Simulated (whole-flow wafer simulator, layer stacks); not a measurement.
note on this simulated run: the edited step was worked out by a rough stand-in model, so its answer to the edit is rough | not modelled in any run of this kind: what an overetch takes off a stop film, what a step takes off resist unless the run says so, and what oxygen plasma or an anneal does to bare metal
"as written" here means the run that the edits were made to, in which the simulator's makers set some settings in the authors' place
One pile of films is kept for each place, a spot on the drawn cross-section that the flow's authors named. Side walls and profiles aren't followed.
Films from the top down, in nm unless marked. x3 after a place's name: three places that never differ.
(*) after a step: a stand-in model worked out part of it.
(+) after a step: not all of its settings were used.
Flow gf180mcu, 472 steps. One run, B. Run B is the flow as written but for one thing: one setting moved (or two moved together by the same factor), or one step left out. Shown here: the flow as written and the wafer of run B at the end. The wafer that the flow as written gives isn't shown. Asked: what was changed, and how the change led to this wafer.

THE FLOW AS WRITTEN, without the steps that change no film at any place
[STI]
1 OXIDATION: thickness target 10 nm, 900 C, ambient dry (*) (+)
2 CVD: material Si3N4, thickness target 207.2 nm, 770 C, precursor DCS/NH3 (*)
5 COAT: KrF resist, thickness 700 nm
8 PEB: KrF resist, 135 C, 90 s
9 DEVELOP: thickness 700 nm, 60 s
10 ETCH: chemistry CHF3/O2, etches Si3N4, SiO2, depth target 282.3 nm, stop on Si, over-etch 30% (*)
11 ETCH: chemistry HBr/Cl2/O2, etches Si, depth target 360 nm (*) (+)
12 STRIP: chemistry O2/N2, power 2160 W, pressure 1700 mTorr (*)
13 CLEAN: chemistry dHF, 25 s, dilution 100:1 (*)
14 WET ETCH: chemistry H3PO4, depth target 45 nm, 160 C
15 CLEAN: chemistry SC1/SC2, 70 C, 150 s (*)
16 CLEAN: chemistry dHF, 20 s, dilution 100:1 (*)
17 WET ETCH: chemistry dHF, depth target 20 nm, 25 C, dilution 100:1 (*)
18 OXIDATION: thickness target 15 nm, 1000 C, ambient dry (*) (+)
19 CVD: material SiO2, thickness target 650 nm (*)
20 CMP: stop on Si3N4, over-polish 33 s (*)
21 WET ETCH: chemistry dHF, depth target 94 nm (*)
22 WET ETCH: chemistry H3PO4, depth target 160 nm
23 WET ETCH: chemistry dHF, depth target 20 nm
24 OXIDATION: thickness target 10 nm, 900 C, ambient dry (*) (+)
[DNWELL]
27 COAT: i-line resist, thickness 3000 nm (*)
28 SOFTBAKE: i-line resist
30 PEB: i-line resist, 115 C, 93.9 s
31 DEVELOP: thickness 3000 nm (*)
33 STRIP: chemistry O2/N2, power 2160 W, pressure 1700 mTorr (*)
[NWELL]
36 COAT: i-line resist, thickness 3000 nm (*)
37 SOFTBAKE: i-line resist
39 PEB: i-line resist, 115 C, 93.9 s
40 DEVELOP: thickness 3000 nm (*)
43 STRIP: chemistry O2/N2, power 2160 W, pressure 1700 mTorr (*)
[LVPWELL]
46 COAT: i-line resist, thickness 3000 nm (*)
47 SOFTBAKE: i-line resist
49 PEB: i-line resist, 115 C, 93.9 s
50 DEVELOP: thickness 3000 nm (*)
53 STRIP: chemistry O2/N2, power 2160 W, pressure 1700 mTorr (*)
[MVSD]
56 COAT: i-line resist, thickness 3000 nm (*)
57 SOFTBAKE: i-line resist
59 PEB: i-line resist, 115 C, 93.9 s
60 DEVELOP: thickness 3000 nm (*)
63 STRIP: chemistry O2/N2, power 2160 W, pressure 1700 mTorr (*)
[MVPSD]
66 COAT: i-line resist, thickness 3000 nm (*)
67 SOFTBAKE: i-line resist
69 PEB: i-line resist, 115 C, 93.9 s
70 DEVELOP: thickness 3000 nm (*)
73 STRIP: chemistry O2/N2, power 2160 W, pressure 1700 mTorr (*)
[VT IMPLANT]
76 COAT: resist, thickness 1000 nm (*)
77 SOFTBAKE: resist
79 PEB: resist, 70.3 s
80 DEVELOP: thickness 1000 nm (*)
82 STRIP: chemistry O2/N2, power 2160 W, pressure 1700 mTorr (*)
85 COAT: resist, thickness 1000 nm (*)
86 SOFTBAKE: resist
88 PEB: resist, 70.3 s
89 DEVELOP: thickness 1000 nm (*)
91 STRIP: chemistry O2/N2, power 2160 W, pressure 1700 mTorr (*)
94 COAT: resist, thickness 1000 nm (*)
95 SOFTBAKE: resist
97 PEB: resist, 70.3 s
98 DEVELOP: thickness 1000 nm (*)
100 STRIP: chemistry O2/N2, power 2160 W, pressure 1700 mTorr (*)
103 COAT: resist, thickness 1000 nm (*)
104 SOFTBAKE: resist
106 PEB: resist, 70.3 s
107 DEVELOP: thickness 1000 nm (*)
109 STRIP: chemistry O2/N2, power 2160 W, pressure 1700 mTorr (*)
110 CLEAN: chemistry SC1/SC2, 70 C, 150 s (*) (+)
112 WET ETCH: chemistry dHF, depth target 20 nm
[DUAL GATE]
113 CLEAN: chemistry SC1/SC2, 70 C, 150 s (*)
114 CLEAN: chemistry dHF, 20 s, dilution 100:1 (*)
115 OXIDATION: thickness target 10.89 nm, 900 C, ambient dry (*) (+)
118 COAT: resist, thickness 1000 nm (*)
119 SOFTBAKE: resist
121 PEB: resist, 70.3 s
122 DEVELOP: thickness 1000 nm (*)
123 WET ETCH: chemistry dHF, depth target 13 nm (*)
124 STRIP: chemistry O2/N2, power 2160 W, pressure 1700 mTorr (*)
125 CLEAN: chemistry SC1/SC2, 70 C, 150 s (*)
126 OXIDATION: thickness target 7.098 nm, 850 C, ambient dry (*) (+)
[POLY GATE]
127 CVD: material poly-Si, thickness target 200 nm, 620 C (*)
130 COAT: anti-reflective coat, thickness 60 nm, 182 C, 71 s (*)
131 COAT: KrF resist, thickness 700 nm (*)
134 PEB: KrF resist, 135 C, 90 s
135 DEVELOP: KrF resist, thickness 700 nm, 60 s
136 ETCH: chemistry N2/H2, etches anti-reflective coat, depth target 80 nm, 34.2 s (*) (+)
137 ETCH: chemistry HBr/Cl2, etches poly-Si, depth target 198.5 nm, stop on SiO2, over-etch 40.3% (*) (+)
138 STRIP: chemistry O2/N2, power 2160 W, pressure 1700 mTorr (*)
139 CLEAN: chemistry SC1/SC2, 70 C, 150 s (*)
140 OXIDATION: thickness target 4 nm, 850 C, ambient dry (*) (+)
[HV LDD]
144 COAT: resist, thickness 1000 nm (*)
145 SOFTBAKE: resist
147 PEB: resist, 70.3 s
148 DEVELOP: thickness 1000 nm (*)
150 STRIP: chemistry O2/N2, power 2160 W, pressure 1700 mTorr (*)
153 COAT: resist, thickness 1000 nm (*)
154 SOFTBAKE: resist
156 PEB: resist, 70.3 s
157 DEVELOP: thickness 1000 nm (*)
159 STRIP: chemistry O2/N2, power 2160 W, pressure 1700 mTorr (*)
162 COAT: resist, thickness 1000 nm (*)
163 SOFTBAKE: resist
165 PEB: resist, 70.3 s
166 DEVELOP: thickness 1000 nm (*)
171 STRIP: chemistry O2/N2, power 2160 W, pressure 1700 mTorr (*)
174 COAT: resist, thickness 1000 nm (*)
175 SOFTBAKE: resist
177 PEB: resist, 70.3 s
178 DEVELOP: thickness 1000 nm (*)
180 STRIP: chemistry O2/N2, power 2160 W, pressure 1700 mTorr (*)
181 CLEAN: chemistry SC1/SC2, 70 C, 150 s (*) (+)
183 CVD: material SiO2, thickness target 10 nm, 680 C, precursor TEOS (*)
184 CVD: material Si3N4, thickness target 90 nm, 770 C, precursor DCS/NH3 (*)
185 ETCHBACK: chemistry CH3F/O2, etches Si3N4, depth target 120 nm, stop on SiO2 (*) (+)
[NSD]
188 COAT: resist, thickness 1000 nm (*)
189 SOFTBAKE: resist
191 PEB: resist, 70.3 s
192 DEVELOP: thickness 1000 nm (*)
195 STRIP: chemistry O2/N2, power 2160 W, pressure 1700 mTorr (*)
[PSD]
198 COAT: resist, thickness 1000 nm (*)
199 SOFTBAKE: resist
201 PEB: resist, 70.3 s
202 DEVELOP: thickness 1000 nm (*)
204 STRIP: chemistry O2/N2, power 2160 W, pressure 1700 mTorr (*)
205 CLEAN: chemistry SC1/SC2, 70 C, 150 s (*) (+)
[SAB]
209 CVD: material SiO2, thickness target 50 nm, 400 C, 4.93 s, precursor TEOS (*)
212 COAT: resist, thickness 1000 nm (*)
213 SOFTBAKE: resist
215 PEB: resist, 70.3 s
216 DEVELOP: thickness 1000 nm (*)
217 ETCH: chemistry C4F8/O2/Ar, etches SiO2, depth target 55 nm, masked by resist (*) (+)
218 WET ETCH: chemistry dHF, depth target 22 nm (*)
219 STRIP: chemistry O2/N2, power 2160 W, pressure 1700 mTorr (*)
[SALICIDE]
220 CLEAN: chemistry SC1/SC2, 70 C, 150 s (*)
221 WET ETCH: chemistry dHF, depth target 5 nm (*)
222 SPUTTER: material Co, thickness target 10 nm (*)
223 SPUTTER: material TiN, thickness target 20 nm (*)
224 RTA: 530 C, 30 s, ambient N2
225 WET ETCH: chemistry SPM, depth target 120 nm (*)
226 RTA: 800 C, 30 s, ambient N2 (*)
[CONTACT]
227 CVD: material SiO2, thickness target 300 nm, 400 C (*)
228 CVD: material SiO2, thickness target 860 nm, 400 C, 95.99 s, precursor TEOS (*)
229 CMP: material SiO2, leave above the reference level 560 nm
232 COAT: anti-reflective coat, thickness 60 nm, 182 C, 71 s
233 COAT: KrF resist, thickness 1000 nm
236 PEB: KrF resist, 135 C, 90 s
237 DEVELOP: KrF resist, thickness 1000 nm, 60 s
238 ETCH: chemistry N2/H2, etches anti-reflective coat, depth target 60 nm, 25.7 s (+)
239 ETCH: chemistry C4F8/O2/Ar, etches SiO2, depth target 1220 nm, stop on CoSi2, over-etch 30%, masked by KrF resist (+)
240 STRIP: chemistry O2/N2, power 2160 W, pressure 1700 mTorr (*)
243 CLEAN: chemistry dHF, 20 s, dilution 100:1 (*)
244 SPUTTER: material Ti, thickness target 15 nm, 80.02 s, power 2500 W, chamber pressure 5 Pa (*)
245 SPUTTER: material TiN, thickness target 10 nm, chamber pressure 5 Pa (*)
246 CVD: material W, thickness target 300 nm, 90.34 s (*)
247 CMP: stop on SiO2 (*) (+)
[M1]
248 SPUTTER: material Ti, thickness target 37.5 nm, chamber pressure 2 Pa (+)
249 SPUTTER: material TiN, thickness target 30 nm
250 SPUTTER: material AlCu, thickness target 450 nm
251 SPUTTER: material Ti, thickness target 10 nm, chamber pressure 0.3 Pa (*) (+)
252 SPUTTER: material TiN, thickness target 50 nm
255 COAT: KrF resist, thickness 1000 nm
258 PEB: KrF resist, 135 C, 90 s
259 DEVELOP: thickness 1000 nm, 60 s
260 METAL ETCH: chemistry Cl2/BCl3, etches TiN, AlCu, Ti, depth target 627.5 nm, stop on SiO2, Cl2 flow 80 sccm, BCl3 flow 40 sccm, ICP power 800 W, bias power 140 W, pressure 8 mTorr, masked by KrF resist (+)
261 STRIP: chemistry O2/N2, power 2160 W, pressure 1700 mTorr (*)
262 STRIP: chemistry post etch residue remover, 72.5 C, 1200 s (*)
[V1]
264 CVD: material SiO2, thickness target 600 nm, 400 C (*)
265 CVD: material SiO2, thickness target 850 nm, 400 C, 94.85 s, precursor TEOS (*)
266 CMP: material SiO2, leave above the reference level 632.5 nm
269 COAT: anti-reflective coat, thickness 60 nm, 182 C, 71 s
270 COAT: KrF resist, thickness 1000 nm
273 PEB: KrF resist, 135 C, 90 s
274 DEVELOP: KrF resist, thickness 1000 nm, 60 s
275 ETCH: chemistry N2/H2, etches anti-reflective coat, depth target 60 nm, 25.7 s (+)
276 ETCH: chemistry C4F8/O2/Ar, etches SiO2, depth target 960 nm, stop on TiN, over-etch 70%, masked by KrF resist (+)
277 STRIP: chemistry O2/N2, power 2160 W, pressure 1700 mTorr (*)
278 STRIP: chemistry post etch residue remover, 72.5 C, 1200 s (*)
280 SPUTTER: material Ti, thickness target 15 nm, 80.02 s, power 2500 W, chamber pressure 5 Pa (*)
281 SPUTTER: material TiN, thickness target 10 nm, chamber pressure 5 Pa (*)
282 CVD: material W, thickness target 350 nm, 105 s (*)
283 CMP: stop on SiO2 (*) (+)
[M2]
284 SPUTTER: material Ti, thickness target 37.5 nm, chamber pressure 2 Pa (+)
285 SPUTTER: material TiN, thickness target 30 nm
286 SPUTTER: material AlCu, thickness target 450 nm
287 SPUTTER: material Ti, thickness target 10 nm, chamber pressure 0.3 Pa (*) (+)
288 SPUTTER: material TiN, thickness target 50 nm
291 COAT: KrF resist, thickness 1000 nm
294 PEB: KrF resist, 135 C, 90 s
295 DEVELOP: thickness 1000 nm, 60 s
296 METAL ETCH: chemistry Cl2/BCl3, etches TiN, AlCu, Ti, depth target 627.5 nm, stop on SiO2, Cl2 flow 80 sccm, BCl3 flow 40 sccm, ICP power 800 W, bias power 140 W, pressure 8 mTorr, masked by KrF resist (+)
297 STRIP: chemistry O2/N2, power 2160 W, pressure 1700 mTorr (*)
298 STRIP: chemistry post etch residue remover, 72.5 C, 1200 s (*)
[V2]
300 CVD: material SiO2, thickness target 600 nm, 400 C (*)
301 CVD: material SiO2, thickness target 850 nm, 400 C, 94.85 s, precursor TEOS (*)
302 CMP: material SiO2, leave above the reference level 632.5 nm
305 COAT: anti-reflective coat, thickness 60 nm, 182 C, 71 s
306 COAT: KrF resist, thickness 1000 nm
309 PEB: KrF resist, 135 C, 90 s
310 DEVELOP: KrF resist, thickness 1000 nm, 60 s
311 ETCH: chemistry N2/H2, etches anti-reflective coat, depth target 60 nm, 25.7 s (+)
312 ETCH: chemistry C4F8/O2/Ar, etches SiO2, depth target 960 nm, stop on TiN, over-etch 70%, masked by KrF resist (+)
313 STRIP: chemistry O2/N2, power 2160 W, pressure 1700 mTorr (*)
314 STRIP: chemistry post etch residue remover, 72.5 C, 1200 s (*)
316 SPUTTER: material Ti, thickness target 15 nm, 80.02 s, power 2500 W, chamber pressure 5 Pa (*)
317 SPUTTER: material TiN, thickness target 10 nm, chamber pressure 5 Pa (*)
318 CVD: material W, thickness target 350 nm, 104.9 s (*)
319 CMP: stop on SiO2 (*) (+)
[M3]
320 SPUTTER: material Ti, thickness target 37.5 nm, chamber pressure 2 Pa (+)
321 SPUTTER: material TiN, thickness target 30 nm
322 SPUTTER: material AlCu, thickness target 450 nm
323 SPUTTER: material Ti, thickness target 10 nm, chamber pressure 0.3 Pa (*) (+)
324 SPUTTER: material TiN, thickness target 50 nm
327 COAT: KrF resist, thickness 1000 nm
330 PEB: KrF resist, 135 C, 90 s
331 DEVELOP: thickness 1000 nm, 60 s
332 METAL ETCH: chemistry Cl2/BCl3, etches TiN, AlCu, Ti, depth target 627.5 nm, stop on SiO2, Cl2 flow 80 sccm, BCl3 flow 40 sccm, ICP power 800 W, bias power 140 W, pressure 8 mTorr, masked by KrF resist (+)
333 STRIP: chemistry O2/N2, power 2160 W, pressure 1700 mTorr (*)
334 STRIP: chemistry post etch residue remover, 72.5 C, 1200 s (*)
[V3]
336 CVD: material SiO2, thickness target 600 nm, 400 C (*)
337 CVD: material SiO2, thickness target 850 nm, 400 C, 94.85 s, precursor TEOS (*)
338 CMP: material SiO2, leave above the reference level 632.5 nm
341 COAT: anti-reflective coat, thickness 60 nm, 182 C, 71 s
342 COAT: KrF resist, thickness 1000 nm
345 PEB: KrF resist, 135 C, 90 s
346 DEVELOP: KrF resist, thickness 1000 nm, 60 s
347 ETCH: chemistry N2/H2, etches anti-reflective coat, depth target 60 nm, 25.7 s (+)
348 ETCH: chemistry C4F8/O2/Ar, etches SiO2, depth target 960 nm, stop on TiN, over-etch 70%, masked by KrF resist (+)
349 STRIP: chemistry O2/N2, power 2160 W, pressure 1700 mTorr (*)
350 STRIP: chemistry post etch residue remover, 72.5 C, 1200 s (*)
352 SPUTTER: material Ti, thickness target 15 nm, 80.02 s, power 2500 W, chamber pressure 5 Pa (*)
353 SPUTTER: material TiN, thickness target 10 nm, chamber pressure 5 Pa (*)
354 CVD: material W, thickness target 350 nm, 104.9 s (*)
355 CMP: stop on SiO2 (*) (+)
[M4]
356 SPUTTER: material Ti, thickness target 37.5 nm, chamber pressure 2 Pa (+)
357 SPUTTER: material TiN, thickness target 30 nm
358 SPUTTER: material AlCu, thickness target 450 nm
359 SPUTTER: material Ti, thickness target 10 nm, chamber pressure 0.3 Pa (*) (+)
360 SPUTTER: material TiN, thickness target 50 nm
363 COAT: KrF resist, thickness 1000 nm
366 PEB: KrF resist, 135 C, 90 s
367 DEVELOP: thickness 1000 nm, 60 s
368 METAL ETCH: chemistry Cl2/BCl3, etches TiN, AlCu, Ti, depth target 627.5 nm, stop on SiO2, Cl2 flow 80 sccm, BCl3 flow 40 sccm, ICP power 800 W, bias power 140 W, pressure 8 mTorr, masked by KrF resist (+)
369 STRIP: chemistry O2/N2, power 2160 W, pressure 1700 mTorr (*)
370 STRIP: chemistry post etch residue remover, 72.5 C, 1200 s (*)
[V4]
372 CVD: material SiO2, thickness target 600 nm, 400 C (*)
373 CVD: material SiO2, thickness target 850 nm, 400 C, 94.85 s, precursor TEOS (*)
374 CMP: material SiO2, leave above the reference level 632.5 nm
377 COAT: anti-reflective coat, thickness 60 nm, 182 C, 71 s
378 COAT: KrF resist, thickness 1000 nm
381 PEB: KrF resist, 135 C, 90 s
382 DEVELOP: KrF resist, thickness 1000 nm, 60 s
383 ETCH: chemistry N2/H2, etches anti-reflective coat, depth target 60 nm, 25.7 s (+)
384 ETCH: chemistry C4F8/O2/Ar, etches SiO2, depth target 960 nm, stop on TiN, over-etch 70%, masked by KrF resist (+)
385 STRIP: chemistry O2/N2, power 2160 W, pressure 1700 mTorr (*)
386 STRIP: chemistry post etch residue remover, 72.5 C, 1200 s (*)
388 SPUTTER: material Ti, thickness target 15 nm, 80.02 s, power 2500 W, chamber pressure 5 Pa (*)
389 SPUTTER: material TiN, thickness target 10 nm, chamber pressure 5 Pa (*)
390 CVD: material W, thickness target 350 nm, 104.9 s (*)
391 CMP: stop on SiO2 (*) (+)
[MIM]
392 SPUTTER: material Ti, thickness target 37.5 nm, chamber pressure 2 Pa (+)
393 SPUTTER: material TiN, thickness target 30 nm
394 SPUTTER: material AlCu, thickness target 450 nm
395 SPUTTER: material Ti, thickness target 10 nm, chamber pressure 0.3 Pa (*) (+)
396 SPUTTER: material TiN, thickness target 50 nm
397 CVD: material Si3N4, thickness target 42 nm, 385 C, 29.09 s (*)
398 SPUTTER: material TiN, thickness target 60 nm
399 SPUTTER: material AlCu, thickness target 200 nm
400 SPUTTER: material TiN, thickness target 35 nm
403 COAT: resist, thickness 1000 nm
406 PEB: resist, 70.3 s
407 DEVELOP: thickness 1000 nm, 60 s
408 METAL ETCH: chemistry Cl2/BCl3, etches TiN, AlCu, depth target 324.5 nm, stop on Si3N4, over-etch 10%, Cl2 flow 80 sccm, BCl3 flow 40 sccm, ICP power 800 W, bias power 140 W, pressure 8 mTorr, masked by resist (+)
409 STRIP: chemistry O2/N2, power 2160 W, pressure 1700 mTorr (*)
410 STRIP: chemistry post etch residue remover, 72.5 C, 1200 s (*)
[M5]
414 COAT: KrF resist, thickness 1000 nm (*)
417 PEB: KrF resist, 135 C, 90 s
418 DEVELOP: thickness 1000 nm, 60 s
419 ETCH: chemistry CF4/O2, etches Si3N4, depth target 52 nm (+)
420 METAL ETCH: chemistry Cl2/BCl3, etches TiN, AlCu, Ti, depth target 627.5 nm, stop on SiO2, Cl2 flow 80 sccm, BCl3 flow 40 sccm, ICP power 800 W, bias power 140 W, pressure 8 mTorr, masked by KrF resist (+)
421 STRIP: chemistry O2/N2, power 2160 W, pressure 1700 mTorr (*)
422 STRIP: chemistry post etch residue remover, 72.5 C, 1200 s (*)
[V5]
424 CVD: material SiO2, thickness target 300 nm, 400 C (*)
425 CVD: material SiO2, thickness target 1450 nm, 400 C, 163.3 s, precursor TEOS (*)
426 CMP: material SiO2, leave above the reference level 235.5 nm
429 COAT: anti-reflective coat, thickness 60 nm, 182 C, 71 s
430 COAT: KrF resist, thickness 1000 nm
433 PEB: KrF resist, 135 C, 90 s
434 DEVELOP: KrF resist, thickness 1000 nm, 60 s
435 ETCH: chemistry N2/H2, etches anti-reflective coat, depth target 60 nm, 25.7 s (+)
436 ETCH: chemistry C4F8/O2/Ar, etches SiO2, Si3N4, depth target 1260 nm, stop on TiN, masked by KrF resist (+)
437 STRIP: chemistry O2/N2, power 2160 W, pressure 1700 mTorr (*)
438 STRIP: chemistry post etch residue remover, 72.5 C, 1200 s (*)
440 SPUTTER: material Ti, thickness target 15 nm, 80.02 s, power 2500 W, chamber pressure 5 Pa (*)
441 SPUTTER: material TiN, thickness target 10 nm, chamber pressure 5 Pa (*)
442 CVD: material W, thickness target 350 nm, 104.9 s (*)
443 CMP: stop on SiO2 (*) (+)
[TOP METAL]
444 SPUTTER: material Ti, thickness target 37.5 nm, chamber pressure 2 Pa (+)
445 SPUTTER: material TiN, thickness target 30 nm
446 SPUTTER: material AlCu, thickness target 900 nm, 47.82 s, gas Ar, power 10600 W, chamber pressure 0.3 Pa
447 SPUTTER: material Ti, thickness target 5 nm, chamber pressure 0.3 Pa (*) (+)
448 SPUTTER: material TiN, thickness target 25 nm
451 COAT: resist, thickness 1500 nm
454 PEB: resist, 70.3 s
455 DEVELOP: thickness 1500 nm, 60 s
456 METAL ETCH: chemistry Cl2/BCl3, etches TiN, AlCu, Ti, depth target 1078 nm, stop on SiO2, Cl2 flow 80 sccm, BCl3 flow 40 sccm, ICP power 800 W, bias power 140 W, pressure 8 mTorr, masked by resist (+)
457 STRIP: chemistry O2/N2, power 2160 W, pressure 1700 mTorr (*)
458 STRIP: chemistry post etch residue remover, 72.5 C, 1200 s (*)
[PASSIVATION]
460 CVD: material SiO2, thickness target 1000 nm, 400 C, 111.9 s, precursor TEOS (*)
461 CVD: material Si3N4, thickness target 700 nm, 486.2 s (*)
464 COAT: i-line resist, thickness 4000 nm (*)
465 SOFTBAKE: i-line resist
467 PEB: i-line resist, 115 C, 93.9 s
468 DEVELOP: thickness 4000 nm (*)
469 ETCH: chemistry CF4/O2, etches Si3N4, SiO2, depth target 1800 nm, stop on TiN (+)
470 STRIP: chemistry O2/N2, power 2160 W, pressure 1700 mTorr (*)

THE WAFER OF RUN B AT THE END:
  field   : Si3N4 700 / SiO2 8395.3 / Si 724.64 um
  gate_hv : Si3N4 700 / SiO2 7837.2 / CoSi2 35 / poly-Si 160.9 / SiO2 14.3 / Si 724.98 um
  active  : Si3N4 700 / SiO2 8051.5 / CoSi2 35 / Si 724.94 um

The cause: step 227, CVD: thickness target 468 nm was run, where the flow has thickness target 300 nm.

How the change led to this, step by step:
  227 CVD: material SiO2, thickness target 300 nm, 400 C (*)
      field, field__w1, field__w2 and 57 more: SiO2 +468 (as written it would be: SiO2 +300)
      active, p_well, gate and 46 more: SiO2 +468 (new film) (as written it would be: SiO2 +300 (new film))
      (and at 2 more places)
  228 CVD: material SiO2, thickness target 860 nm, 400 C, 95.99 s, precursor TEOS (*)
      ld_drift_p: SiO2 +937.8 (as written it would be: SiO2 +979.4)
      ld_drn_p: SiO2 +937.8 (as written it would be: SiO2 +983.8)
  239 ETCH: chemistry C4F8/O2/Ar, etches SiO2, depth target 1220 nm, stop on CoSi2, over-etch 30%, masked by KrF resist (+)
      field, field__w1, field__w2 and 105 more: KrF resist -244 (as written it would be: KrF resist -223.5)
      polyc_n, polyc_p: SiO2 -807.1 (all of it) (as written it would be: SiO2 -639.1 (all of it))
      (and at 1 more place)
  240 STRIP: chemistry O2/N2, power 2160 W, pressure 1700 mTorr (*)
      field, field__w1, field__w2 and 105 more: KrF resist -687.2 (all of it), anti-reflective coat -60 (all of it) (as written it would be: KrF resist -707.7 (all of it), anti-reflective coat -60 (all of it))
  244 SPUTTER: material Ti, thickness target 15 nm, 80.02 s, power 2500 W, chamber pressure 5 Pa (*)
      contact: Ti +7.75 (new film) (as written it would be: Ti +8.55 (new film))
  246 CVD: material W, thickness target 300 nm, 90.34 s (*)
      polyc_n, polyc_p: W +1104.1 (new film) (as written it would be: W +936.1 (new film))
      contact: W +1336.8 (new film) (as written it would be: W +1167.5 (new film))
